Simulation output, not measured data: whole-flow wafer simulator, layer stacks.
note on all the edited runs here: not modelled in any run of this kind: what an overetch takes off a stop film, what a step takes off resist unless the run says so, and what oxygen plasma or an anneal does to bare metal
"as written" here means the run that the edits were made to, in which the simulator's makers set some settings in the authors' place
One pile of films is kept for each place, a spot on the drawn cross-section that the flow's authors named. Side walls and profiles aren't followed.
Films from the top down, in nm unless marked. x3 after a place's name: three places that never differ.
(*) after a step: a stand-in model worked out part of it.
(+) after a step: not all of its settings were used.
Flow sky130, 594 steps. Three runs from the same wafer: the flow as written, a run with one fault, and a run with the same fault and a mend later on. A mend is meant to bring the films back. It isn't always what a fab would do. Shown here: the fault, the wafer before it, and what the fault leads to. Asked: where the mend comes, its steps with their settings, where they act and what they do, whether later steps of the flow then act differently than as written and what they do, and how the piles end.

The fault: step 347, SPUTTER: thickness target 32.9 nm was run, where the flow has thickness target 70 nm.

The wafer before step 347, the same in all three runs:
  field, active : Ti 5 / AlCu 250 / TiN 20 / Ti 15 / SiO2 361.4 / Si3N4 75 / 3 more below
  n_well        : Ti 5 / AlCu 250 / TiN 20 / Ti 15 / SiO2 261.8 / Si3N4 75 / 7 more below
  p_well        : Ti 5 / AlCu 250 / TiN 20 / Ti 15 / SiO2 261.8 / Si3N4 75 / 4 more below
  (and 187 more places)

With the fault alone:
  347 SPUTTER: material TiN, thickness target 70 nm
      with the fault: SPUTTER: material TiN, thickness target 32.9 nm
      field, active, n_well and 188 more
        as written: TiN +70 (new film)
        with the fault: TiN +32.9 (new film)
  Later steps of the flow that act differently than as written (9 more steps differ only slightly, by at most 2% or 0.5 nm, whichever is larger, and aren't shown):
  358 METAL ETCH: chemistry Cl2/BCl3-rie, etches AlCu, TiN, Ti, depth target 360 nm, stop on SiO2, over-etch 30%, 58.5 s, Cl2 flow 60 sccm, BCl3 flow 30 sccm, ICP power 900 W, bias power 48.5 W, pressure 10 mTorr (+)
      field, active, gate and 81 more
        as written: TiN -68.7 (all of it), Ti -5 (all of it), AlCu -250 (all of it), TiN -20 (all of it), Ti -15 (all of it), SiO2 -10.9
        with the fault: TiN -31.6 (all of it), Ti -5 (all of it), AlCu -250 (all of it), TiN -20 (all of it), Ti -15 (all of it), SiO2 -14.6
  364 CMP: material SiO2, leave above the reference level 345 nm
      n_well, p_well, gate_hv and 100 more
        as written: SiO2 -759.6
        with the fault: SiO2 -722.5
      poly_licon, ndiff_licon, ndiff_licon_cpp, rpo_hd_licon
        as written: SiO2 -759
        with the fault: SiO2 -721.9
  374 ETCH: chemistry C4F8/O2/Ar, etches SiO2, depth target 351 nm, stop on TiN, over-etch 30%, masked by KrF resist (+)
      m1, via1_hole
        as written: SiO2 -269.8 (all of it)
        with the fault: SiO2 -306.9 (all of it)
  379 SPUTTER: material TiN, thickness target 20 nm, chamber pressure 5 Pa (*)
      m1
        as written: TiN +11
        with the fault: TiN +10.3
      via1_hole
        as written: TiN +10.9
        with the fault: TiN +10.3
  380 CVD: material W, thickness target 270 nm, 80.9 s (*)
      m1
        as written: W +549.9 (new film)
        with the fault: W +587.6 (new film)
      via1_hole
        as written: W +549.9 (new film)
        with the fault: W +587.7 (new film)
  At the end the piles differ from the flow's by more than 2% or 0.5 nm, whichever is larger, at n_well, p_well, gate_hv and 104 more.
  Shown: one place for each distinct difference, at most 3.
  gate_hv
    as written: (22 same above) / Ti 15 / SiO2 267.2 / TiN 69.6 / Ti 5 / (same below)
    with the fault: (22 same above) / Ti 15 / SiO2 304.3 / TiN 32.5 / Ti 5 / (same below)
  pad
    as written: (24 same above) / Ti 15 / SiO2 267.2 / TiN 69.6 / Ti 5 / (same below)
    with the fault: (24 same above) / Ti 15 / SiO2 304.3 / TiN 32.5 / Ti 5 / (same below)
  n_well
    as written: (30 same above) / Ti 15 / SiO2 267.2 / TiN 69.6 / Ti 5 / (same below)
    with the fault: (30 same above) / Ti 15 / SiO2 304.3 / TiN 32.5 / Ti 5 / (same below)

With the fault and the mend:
  The mend comes after step 347.
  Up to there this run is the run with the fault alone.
  347a SPUTTER: material TiN, thickness target 37.1 nm (the flow's step 347 once more, with other settings)
      field, active, n_well and 188 more
        TiN +37.1
  No later step of the flow acts differently than as written, at any place that is followed, by more than 2% or 0.5 nm, whichever is larger.
  At the end the piles are the same as the flow's at every place that both follow.
